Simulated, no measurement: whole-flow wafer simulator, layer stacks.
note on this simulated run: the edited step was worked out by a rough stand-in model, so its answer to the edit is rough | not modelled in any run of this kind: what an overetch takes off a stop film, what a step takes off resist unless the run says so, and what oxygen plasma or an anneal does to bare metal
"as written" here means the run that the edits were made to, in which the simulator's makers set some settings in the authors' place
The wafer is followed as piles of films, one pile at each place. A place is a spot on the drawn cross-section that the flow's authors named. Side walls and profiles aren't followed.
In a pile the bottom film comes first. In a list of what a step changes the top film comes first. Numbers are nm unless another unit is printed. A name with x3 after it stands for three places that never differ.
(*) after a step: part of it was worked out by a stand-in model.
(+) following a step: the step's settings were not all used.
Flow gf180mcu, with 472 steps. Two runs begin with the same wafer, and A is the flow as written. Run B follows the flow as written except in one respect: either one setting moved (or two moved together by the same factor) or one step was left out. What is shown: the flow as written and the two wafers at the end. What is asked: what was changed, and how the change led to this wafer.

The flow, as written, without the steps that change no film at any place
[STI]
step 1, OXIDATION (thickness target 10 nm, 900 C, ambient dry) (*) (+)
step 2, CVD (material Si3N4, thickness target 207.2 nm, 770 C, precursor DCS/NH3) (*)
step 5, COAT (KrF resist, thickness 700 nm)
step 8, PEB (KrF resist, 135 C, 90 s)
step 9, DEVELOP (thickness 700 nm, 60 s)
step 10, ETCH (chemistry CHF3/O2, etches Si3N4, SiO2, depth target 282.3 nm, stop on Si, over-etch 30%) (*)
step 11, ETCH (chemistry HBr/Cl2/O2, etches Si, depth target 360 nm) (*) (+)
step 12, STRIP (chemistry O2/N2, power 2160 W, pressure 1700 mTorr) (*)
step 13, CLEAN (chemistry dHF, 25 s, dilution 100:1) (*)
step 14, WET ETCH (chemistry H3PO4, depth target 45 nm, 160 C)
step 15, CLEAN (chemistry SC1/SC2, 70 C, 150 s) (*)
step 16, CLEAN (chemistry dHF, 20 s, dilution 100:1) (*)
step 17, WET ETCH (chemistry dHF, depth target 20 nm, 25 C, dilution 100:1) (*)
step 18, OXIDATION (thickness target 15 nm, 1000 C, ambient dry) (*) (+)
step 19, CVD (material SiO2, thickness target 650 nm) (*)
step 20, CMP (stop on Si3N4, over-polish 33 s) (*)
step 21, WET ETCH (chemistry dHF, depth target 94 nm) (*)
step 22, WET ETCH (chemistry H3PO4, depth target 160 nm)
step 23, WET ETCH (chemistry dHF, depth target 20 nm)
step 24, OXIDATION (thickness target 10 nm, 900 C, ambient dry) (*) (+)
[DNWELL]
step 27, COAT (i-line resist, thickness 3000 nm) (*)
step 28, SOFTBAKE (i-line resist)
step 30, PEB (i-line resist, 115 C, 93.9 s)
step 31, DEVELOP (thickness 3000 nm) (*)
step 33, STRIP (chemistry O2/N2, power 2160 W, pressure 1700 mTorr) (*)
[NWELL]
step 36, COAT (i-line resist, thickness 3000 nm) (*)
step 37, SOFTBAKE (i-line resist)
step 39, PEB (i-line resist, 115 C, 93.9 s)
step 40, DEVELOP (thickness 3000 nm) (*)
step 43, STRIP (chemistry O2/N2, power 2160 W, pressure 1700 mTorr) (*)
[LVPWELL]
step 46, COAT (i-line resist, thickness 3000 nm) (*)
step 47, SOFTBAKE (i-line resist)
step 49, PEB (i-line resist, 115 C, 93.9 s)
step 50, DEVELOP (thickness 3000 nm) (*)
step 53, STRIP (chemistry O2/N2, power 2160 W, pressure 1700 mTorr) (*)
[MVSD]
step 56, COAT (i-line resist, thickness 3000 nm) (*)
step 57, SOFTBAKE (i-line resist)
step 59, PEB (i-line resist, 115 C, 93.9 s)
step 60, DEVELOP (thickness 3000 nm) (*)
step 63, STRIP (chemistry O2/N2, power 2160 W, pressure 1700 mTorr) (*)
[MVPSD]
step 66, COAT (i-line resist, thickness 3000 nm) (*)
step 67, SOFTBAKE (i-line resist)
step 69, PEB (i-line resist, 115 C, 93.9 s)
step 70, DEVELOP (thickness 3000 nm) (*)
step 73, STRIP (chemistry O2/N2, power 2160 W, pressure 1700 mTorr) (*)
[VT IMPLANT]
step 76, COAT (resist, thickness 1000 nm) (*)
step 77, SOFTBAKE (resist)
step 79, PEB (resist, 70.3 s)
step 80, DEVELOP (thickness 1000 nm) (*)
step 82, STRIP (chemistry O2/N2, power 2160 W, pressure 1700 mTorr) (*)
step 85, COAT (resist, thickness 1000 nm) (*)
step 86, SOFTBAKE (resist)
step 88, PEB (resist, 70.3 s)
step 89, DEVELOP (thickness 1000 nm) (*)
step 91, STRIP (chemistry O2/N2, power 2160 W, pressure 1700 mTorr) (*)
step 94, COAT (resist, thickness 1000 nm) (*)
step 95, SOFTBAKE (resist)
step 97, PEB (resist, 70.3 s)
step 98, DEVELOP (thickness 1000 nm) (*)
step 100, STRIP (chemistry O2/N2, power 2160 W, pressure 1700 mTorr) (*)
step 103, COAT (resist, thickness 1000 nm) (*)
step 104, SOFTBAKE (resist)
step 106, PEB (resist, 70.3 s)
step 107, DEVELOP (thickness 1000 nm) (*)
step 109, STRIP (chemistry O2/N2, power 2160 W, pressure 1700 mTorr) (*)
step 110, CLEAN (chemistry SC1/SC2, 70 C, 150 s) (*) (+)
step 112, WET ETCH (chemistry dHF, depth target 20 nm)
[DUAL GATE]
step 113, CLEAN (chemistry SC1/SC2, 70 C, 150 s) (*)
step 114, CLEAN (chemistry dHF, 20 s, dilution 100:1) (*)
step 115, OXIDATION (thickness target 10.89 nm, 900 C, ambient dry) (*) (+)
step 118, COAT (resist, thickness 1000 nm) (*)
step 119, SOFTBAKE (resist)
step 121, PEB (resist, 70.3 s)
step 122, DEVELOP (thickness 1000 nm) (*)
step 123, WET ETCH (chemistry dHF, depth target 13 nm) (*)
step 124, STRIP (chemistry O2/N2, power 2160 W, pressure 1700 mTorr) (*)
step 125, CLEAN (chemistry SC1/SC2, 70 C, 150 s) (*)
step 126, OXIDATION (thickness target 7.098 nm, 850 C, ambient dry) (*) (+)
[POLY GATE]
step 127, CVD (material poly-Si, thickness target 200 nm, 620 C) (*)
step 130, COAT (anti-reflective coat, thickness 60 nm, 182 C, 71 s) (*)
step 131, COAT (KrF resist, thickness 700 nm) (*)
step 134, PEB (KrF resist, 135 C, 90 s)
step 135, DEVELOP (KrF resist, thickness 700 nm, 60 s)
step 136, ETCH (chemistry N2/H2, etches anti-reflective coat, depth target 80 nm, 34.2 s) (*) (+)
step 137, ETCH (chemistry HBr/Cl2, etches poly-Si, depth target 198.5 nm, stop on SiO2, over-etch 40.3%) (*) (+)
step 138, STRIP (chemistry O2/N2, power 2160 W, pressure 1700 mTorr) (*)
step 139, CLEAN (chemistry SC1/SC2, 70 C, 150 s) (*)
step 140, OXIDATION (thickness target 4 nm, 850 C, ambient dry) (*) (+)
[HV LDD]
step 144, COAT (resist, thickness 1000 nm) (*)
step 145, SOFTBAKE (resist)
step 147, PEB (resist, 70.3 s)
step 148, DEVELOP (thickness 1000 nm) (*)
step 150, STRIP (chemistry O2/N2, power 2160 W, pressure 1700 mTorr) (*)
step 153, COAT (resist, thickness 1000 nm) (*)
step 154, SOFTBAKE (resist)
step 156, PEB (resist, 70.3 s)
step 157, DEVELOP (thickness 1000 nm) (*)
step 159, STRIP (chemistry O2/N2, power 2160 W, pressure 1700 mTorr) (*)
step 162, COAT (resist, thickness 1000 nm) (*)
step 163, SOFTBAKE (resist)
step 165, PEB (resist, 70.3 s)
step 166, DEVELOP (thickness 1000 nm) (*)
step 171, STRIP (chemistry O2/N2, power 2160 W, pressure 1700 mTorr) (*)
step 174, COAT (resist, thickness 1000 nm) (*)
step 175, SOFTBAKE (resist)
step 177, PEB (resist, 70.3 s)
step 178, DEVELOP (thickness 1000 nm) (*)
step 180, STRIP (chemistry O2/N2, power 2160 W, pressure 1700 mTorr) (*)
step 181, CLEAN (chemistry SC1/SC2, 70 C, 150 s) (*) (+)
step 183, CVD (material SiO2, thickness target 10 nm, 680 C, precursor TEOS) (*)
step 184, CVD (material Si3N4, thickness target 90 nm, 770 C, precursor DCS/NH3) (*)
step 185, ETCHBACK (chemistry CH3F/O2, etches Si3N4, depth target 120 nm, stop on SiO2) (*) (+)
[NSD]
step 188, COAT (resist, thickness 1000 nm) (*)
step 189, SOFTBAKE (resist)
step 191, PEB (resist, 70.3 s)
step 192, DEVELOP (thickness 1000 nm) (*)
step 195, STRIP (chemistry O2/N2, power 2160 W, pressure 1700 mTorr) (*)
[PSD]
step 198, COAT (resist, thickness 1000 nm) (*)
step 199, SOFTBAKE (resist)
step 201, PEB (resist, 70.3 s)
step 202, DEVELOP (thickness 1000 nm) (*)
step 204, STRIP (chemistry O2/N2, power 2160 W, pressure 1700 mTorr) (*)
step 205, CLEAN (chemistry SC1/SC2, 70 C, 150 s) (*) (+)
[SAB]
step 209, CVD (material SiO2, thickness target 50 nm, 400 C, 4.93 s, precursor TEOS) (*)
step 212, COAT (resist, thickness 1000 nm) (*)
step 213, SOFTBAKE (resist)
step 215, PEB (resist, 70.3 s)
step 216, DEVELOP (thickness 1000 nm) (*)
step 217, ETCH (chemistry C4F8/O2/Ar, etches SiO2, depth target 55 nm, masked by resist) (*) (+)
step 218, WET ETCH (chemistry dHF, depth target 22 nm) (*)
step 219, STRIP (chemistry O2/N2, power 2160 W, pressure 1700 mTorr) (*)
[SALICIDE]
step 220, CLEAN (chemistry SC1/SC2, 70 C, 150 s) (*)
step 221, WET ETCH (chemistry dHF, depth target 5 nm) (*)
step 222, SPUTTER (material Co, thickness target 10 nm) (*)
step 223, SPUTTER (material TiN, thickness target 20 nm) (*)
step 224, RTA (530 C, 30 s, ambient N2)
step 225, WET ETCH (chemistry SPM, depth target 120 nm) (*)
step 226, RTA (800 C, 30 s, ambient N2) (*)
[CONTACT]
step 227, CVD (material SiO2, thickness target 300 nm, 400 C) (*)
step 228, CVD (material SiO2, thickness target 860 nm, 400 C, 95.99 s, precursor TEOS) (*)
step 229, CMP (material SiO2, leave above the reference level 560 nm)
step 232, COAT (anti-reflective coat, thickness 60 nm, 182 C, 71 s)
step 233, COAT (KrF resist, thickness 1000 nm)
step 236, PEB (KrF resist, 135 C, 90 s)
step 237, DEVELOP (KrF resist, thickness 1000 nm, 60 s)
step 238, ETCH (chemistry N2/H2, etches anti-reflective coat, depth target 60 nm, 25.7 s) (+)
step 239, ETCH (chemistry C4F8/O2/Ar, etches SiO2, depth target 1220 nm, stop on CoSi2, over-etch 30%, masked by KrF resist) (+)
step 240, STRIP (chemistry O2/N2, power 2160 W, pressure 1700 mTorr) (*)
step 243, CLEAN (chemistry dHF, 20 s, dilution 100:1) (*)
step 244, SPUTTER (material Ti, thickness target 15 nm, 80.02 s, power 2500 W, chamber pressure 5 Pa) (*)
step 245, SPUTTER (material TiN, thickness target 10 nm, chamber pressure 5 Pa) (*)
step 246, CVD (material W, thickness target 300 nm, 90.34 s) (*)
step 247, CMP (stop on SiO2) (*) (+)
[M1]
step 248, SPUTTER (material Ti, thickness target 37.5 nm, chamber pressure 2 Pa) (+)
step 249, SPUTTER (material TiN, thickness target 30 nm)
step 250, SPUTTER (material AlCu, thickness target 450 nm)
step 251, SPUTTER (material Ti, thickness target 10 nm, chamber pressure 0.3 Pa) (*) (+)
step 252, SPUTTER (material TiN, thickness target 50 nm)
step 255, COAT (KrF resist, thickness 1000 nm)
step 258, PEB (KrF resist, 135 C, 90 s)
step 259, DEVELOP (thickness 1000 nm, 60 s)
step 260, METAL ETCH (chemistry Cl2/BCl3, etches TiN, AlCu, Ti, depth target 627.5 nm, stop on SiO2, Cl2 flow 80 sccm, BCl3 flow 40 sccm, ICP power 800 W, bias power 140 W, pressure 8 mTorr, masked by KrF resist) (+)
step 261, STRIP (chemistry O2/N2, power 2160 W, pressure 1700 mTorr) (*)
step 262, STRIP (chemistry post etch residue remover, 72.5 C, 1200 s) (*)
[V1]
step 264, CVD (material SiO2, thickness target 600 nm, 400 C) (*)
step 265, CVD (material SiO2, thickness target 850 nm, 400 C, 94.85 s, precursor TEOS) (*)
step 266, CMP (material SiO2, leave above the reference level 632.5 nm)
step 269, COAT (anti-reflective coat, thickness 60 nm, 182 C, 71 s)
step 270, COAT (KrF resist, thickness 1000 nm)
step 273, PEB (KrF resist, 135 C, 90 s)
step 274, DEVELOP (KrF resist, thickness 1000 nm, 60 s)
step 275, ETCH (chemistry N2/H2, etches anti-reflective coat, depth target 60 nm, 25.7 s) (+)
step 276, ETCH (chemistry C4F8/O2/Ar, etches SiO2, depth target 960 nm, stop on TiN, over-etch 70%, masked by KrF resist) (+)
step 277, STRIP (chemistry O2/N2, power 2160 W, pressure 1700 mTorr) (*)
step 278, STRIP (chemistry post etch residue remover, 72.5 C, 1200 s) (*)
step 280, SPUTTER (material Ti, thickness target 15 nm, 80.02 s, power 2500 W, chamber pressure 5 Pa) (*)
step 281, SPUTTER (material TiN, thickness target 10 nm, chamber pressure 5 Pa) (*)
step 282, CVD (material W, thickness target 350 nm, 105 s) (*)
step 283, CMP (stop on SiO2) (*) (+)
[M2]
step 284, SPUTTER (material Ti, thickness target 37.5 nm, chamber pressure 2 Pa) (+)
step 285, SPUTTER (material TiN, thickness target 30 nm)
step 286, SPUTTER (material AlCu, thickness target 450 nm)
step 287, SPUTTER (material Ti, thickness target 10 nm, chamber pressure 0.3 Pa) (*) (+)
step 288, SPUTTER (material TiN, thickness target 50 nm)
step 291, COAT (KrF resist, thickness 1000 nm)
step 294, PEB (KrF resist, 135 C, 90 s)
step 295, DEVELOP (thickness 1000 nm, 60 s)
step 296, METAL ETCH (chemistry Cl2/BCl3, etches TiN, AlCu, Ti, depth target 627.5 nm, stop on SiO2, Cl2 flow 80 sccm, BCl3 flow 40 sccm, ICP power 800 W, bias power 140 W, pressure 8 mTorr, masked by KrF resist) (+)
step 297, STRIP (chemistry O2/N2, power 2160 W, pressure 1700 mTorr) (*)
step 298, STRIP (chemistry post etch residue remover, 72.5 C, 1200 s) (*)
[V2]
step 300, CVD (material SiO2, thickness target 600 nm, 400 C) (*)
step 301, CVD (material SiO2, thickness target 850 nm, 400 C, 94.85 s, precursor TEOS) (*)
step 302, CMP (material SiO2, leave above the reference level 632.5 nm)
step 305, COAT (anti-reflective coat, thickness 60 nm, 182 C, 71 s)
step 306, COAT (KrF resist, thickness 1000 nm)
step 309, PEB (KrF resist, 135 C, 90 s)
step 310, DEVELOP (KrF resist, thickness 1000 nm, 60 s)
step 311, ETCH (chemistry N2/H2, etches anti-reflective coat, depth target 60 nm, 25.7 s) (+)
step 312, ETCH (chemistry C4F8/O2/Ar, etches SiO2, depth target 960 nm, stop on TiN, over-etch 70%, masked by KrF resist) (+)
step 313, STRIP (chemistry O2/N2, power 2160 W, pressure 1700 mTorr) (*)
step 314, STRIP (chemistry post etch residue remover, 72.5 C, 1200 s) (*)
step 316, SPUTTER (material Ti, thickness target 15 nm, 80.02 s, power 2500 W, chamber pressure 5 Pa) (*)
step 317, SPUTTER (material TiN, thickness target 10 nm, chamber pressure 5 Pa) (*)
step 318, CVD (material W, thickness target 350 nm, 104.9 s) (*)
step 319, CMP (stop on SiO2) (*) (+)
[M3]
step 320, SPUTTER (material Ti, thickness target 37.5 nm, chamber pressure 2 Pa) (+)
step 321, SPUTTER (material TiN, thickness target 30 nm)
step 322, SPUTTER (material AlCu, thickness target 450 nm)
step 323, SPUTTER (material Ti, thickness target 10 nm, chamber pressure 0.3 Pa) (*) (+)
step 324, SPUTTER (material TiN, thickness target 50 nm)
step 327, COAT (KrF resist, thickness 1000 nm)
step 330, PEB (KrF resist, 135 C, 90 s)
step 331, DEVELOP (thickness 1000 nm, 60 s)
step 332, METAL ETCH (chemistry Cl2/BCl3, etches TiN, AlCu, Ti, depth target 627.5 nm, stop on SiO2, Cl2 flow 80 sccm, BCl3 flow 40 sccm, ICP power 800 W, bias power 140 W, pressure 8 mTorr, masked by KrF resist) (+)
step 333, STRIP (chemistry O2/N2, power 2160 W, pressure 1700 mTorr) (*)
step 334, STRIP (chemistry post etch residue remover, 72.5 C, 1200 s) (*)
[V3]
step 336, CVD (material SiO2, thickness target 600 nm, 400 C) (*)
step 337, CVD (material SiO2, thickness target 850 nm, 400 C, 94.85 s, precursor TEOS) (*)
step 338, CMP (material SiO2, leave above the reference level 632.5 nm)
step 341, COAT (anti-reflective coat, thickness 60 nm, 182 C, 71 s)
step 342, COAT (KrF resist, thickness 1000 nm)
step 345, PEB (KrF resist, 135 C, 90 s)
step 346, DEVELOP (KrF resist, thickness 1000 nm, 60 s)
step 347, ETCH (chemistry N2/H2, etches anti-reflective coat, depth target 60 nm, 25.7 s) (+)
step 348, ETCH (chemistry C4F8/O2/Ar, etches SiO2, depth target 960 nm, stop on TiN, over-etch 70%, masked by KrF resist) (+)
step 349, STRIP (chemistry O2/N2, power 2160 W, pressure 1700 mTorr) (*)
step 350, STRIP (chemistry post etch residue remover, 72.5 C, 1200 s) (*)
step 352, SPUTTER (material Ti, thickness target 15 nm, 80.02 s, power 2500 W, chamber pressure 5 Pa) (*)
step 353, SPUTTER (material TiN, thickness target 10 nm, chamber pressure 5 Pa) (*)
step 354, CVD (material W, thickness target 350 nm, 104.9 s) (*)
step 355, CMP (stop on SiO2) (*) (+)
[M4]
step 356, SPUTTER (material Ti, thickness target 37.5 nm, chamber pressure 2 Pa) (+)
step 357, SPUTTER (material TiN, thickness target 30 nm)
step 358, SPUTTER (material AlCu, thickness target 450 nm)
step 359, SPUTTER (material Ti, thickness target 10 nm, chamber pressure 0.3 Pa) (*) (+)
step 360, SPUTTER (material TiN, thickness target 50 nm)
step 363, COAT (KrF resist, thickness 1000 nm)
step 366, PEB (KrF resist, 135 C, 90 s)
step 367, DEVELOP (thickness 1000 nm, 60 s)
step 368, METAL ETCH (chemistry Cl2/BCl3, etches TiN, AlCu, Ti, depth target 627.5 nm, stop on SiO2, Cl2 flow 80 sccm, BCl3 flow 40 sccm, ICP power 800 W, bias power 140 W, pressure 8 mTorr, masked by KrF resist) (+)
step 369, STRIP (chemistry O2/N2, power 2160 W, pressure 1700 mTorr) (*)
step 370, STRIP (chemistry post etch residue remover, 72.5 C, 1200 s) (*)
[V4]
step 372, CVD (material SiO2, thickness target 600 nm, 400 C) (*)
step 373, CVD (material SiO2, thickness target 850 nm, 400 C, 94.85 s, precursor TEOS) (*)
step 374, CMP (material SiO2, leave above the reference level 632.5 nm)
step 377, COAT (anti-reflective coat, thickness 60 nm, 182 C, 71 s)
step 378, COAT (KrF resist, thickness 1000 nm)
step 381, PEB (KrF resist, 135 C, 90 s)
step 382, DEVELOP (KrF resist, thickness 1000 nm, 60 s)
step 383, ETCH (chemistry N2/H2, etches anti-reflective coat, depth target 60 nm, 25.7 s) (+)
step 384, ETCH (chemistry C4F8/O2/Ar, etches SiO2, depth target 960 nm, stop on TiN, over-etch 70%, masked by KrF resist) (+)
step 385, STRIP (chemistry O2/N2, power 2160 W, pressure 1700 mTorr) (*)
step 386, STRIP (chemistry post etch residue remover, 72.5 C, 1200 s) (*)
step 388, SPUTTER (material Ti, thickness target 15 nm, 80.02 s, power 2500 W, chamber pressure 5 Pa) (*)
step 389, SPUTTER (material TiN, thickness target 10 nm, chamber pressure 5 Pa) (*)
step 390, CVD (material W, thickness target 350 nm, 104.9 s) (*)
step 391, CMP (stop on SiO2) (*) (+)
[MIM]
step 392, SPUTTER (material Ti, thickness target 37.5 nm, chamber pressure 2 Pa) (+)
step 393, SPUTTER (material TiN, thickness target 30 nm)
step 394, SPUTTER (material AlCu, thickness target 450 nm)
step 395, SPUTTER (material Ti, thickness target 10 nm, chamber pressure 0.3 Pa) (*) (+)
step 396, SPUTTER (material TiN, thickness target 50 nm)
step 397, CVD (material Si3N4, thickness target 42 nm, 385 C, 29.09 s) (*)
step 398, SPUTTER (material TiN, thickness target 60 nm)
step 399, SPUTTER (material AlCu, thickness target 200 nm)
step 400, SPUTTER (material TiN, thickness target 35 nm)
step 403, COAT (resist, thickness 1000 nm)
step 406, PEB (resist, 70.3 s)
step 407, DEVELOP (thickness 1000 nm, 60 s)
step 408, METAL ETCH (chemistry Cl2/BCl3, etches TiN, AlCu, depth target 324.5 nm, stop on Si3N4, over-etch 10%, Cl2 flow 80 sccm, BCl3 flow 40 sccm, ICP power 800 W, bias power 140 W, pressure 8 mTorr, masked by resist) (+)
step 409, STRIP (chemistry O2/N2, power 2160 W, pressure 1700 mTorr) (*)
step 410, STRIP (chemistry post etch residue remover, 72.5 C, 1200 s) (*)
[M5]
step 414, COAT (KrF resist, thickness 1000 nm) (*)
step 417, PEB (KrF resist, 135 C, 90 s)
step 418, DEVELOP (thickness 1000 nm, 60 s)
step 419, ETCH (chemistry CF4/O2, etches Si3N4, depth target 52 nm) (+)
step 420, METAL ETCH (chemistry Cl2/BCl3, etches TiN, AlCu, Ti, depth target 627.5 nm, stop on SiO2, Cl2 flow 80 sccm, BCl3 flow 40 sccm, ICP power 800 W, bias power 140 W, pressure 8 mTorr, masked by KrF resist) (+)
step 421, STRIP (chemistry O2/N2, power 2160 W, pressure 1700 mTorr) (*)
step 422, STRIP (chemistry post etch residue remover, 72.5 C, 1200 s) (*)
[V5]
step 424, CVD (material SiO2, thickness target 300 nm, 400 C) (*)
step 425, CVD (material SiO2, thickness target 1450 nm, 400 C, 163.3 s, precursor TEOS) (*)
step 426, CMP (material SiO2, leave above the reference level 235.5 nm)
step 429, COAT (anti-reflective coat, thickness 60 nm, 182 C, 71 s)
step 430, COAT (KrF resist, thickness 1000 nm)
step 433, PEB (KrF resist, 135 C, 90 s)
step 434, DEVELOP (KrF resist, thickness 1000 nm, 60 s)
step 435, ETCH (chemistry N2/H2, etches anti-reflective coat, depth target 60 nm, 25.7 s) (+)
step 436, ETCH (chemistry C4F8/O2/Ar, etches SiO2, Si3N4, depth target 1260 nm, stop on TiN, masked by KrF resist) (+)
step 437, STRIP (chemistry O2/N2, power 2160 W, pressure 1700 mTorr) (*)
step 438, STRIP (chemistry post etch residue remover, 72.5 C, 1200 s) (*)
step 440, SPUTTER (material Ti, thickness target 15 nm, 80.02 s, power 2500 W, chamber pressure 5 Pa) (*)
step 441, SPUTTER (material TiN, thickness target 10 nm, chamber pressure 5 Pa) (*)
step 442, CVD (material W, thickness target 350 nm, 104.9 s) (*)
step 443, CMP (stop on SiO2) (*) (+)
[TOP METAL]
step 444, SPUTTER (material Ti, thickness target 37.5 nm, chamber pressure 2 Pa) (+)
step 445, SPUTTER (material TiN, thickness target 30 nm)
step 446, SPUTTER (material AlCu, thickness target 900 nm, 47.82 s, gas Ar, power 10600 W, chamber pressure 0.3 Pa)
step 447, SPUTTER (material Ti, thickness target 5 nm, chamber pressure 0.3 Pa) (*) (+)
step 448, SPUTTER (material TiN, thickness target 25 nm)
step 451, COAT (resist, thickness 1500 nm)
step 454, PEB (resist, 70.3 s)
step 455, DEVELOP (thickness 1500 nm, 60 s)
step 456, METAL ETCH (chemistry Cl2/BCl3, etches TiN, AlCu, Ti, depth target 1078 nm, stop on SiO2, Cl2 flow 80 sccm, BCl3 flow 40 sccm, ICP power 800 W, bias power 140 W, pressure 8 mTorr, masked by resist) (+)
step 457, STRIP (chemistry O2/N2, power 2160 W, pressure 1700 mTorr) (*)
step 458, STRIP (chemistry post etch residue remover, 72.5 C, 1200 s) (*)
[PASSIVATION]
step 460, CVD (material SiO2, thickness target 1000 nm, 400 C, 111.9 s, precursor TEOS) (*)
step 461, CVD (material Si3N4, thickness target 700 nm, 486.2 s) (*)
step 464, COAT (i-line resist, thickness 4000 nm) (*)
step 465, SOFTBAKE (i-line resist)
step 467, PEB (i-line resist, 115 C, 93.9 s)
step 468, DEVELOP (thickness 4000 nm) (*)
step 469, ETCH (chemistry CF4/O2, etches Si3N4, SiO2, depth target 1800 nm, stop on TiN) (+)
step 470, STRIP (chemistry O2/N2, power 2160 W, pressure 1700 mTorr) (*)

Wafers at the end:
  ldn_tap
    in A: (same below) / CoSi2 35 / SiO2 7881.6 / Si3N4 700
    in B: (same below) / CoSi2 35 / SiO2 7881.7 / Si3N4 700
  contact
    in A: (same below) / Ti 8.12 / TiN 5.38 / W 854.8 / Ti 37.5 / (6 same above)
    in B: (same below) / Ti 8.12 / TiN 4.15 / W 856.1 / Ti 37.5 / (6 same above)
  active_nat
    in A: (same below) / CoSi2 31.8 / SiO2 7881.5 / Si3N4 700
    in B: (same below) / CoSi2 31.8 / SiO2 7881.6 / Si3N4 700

What caused this: step 441, SPUTTER: thickness target 7.7 nm was run, while the flow as written has thickness target 10 nm.

How this came from the change, step by step:
  step 441, SPUTTER (material TiN, thickness target 10 nm, chamber pressure 5 Pa) (*)
      field, field__w1, field__w2 and 108 more: A +10 TiN (new film) | B +7.7 TiN (new film)
      contact: A +5.38 TiN (new film) | B +4.15 TiN (new film)
  step 443, CMP (stop on SiO2) (*) (+)
      field, field__w1, field__w2 and 108 more: A -350 W (all of it), -10 TiN (all of it), -15 Ti (all of it), -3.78 SiO2 | B -350 W (all of it), -7.7 TiN (all of it), -15 Ti (all of it), -3.76 SiO2
